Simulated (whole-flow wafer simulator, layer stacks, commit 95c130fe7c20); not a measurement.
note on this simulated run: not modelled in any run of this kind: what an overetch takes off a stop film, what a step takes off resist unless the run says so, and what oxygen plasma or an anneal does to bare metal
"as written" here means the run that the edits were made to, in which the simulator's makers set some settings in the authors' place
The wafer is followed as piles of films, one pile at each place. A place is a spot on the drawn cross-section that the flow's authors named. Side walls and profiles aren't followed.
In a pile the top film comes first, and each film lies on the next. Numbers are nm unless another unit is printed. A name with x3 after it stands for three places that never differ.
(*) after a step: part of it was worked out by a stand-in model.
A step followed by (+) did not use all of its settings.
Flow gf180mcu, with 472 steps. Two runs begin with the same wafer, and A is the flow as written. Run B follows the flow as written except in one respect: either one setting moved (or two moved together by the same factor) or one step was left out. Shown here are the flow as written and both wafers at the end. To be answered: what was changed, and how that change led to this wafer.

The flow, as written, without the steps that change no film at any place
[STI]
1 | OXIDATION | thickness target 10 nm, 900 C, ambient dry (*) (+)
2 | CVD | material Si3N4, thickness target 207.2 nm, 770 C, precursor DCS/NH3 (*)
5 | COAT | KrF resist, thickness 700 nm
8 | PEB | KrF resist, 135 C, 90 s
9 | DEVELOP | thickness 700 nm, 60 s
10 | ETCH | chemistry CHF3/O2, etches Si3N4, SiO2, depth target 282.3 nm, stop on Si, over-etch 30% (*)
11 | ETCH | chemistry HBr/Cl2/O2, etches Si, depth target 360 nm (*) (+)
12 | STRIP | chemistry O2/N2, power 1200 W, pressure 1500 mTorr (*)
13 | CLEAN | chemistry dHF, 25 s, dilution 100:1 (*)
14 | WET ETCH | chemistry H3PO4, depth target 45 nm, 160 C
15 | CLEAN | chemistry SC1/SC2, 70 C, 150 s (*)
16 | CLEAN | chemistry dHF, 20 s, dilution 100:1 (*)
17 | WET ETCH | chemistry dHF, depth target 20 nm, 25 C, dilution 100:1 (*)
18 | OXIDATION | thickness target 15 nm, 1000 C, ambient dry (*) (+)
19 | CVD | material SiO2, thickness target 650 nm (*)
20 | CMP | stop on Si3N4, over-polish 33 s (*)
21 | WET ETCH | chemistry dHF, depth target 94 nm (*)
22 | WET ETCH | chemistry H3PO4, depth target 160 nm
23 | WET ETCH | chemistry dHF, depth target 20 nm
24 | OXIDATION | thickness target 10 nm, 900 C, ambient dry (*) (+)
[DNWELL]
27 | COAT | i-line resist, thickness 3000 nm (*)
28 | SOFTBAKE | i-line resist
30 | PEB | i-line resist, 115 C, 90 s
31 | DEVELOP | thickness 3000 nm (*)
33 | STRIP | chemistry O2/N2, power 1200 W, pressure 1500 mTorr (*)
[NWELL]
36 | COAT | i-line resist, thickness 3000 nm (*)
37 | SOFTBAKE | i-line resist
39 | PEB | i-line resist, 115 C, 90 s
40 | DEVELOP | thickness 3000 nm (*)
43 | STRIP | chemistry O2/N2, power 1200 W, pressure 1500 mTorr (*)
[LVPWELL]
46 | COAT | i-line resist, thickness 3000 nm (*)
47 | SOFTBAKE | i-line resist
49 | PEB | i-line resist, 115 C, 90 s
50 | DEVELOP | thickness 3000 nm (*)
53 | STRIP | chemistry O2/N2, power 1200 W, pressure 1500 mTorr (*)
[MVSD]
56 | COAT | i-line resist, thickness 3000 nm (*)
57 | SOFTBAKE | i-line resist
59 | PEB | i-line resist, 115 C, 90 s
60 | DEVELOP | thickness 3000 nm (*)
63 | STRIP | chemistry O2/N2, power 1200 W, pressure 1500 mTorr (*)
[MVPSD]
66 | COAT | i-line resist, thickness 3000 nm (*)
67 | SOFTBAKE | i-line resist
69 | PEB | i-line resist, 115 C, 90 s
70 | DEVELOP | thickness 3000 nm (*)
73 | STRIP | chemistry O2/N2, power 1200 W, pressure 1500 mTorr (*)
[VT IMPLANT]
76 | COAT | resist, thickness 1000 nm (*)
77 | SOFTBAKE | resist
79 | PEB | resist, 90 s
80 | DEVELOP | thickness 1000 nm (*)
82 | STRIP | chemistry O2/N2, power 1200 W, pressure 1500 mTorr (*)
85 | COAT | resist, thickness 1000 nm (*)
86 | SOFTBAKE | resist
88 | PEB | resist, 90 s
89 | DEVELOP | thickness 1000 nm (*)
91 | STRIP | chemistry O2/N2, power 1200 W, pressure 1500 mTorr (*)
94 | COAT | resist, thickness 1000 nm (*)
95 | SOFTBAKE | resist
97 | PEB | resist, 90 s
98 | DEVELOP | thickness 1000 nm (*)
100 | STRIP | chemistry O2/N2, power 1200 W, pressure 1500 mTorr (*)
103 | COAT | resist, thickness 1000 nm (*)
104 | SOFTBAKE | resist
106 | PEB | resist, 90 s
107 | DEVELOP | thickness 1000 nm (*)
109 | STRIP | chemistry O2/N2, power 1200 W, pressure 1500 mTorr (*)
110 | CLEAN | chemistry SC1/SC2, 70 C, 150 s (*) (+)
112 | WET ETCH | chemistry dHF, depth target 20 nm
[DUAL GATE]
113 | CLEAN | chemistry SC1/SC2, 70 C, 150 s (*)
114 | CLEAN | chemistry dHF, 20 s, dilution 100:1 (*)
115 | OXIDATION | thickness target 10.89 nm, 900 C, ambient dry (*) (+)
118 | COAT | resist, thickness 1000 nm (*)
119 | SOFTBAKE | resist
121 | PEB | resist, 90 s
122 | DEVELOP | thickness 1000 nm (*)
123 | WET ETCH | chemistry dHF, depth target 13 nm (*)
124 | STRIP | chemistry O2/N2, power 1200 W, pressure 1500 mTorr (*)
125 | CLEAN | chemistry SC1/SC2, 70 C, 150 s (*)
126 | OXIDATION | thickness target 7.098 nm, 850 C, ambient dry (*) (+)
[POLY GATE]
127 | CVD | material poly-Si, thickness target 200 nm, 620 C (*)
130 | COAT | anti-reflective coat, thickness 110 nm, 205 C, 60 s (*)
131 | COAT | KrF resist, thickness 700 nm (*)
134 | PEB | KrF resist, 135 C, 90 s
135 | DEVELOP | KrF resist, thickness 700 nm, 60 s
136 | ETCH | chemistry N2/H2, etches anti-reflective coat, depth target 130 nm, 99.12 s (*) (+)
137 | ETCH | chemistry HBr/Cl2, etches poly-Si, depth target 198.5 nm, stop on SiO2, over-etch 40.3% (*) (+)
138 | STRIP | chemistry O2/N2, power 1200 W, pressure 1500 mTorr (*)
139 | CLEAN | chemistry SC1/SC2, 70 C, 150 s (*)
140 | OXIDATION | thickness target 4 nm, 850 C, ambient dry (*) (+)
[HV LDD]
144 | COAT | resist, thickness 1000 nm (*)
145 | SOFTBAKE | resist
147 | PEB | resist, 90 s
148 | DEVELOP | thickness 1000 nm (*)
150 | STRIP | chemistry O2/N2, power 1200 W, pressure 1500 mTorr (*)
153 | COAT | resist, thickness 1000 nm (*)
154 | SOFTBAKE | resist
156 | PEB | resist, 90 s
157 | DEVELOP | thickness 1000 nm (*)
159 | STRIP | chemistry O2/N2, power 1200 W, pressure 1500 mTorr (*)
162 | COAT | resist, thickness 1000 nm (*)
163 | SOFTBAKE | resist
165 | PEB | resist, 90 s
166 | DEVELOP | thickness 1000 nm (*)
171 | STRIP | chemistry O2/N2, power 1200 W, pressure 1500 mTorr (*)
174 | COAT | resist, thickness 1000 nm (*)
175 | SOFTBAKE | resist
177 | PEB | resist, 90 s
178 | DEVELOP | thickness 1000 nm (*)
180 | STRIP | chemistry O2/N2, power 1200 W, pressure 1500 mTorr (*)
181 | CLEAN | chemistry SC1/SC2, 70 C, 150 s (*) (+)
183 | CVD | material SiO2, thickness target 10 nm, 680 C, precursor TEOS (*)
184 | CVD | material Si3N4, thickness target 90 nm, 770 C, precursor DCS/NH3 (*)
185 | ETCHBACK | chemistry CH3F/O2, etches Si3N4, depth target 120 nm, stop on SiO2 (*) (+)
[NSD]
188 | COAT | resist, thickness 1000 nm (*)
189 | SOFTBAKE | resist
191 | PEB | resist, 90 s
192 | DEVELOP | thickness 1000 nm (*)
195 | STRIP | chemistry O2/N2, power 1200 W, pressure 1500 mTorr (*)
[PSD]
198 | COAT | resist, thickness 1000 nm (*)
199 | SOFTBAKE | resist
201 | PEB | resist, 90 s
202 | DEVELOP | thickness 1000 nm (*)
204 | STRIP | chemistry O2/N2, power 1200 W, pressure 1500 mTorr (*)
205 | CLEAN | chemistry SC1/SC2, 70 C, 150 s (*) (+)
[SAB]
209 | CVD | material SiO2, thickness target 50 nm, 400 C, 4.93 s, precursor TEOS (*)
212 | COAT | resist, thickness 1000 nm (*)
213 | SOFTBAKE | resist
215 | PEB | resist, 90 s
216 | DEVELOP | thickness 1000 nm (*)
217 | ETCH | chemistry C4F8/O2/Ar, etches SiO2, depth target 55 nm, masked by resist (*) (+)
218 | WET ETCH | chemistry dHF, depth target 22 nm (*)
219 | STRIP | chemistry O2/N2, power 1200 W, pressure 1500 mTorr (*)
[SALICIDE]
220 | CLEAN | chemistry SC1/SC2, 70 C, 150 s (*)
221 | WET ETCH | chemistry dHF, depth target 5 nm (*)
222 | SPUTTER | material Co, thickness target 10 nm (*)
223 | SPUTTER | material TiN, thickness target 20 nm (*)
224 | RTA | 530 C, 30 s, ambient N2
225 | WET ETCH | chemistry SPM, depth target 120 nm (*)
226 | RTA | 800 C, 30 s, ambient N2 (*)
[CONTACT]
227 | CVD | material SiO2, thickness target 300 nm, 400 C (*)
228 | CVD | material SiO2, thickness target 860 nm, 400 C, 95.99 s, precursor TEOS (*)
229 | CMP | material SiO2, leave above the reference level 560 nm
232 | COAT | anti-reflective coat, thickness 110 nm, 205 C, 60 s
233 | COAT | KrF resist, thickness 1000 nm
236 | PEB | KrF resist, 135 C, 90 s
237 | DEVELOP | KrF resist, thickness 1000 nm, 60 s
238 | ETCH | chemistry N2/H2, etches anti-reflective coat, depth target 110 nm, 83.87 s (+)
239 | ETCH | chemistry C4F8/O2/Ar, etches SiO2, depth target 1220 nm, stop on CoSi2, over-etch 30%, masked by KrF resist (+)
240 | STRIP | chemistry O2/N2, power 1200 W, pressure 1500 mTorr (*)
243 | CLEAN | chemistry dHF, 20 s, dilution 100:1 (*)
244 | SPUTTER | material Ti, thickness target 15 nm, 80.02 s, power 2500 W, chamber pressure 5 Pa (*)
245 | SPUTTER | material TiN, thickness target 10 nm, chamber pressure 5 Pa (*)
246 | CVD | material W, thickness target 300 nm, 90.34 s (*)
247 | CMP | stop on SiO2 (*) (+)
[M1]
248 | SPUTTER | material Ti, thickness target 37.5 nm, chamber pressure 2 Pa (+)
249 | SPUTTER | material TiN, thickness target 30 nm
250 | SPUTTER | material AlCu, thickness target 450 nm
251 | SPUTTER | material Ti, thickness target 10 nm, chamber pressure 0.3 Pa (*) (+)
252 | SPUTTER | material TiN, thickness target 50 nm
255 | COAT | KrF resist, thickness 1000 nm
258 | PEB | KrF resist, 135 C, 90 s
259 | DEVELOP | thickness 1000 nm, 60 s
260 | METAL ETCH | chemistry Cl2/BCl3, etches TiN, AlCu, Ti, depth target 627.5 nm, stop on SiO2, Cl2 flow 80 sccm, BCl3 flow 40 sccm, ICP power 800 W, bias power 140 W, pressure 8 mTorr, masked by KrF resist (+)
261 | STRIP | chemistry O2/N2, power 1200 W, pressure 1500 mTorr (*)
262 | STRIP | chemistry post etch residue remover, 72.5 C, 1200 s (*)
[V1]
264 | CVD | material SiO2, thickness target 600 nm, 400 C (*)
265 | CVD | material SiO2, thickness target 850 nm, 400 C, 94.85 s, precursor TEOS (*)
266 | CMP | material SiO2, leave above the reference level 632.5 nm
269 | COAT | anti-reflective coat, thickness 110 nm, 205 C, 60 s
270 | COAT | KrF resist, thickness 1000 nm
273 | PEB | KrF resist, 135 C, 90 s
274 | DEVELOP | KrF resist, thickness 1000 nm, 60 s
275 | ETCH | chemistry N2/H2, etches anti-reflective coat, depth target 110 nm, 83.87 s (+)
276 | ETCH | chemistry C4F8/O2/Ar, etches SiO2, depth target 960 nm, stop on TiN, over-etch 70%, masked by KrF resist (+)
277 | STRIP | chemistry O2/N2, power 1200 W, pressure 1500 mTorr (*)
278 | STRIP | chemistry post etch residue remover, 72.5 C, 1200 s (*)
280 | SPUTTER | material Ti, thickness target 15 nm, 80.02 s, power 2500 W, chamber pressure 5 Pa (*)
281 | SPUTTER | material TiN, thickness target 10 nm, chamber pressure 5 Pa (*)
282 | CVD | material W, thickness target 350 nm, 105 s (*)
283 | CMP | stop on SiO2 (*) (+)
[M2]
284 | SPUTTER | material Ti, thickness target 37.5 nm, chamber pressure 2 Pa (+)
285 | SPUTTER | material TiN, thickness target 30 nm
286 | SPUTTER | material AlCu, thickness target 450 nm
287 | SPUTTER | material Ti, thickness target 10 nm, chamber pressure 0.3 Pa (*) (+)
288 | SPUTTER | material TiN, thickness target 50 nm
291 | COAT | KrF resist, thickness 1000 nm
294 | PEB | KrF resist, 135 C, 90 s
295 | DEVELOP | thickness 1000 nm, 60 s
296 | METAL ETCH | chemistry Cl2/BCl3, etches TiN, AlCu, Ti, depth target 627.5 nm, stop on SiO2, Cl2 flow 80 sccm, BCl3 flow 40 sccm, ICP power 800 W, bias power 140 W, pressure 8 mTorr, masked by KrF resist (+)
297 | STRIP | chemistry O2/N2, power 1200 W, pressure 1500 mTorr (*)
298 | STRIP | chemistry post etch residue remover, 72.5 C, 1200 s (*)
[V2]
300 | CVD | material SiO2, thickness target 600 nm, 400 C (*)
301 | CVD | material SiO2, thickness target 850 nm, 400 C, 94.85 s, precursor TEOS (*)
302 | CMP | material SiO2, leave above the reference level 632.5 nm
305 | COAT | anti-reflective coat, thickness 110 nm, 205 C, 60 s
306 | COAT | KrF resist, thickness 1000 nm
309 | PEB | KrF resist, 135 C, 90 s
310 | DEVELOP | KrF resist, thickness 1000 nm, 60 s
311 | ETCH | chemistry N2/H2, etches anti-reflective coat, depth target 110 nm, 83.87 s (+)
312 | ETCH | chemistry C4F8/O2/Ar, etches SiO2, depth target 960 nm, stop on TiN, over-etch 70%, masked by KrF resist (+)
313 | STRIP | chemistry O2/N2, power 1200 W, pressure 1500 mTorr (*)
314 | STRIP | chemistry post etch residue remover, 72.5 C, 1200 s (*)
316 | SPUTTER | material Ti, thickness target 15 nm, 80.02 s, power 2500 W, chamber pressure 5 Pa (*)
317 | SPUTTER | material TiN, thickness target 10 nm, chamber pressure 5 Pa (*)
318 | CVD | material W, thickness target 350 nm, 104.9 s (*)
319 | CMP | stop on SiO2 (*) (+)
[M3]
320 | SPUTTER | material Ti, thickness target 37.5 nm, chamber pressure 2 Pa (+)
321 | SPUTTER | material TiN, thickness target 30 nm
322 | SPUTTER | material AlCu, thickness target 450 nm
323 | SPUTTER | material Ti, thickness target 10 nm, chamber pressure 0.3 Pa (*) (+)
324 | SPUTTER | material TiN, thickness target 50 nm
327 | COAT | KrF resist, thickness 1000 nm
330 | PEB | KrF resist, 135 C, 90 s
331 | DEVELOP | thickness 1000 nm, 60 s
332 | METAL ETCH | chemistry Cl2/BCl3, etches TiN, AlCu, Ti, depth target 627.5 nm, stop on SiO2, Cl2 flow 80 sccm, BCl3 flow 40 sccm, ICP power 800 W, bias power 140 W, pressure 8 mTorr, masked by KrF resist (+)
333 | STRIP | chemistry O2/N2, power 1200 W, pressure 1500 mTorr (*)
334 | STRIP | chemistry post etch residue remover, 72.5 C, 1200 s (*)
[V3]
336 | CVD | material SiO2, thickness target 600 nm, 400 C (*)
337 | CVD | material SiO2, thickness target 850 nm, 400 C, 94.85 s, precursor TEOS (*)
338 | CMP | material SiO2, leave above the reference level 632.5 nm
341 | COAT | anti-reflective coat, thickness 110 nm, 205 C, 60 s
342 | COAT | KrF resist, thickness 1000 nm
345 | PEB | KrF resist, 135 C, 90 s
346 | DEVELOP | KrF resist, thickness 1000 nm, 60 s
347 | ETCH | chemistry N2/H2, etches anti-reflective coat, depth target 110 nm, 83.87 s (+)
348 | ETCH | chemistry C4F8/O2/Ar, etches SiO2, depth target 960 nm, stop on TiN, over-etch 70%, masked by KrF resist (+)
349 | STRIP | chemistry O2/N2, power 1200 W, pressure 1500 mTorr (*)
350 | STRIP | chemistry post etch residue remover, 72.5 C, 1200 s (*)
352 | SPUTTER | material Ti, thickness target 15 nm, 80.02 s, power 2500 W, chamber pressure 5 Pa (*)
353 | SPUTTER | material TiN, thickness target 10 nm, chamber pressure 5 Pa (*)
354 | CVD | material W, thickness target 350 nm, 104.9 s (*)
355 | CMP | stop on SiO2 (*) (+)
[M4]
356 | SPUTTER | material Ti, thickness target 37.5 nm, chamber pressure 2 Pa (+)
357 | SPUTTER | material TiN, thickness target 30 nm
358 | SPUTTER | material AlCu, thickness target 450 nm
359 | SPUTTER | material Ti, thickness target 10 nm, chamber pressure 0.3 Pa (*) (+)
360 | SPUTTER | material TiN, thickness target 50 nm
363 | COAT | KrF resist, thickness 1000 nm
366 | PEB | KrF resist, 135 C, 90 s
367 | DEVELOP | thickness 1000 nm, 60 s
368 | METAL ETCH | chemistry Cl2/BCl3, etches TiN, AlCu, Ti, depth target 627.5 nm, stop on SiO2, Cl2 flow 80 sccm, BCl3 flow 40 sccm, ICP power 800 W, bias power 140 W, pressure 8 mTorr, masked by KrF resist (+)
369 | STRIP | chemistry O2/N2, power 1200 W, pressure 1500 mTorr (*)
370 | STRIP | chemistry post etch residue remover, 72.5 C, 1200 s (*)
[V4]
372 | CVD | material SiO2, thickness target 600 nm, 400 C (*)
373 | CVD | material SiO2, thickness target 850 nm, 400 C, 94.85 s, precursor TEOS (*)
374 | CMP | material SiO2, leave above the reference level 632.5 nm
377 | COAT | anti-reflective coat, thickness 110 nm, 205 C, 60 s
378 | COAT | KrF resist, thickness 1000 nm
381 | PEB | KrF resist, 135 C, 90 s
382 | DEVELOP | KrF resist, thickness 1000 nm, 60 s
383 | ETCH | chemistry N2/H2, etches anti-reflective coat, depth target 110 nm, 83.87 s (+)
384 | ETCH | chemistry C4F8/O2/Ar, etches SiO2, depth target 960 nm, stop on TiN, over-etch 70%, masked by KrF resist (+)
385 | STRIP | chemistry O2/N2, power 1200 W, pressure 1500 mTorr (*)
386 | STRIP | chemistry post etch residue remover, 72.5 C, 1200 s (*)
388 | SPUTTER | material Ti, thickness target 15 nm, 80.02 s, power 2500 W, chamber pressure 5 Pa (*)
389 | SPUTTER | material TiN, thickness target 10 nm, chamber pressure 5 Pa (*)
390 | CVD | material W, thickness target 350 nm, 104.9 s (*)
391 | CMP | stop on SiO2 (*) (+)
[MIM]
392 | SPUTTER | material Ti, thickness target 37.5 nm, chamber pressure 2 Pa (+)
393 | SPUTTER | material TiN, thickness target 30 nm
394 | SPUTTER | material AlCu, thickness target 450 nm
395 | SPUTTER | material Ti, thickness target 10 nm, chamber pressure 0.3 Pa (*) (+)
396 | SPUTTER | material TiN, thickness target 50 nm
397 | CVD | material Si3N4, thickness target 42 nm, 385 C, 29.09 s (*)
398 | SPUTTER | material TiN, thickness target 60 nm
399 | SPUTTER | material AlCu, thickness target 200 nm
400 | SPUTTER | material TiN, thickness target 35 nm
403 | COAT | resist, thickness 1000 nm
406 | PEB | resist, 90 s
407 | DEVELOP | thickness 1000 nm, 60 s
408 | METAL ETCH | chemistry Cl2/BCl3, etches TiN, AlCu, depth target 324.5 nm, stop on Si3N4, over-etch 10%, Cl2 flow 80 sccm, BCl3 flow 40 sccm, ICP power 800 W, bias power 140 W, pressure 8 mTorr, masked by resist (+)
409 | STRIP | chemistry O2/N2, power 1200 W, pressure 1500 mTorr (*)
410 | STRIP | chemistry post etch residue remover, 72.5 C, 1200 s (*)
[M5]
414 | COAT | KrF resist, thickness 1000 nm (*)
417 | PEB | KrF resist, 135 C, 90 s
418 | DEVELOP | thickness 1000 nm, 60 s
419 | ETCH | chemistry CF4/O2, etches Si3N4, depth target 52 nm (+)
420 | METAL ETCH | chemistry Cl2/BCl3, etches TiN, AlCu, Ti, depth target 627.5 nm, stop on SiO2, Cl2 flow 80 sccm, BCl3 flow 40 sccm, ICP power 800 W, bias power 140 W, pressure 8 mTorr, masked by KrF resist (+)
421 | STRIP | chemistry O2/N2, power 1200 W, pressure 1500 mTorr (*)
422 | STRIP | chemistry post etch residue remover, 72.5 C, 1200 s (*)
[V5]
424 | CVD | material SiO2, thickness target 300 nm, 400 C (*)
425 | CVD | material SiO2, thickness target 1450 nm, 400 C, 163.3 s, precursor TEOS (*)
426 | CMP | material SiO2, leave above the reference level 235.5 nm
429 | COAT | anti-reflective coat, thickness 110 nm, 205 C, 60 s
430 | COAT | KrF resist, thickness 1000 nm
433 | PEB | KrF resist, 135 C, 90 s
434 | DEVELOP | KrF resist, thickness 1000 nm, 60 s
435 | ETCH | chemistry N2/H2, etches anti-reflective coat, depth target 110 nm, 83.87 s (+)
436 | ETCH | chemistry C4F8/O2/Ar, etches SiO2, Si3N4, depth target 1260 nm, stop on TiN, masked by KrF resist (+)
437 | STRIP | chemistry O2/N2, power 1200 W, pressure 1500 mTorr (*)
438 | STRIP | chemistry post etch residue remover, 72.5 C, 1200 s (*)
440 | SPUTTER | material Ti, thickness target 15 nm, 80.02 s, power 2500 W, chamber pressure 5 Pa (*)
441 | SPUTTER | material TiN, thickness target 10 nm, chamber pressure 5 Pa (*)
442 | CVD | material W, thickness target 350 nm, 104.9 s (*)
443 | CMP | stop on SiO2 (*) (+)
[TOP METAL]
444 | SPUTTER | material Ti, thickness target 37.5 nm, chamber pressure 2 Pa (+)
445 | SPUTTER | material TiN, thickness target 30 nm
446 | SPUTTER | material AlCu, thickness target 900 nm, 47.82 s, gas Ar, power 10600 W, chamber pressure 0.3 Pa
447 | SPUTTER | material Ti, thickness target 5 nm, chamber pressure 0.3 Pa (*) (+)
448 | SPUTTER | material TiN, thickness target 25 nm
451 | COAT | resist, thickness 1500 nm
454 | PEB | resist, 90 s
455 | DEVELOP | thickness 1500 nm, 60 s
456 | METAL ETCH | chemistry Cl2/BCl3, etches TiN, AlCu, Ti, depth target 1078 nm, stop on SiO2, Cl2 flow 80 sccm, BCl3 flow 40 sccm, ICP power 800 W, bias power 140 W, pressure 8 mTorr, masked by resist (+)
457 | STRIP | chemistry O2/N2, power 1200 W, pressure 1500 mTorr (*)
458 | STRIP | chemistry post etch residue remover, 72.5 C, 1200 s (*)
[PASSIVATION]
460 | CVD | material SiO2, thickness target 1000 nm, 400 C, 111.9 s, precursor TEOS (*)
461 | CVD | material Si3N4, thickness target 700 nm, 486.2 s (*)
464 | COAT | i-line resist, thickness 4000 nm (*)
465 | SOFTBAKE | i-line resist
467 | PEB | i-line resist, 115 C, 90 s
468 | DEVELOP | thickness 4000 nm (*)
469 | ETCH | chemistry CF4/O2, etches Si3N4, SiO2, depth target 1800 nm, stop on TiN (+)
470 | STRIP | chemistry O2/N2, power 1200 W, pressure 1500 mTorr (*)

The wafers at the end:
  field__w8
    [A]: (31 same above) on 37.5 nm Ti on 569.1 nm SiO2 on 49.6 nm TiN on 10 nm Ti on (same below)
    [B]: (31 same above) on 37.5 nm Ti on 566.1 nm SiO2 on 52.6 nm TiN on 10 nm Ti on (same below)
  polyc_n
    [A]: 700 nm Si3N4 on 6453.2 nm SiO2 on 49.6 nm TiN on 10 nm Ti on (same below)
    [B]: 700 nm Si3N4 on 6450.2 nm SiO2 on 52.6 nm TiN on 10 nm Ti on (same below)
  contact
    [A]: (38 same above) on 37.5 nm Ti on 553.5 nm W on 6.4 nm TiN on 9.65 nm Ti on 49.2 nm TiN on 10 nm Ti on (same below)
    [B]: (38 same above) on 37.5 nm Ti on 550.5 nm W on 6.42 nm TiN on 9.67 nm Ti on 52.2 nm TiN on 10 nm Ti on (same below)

What caused this: step 252, SPUTTER: thickness target 53 nm was run, while the flow as written has thickness target 50 nm.

Step by step, how the change led to this:
  252 | SPUTTER | material TiN, thickness target 50 nm
      field, field__w1, field__w2 and 108 more: A +50 TiN (new film) | B +53 TiN (new film)
  260 | METAL ETCH | chemistry Cl2/BCl3, etches TiN, AlCu, Ti, depth target 627.5 nm, stop on SiO2, Cl2 flow 80 sccm, BCl3 flow 40 sccm, ICP power 800 W, bias power 140 W, pressure 8 mTorr, masked by KrF resist (+)
      field, field__w1, field__w2 and 99 more: A -50 TiN (all of it), -10 Ti (all of it), -450 AlCu (all of it), -30 TiN (all of it), -37.5 Ti (all of it) | B -53 TiN (all of it), -10 Ti (all of it), -450 AlCu (all of it), -30 TiN (all of it), -37.5 Ti (all of it)
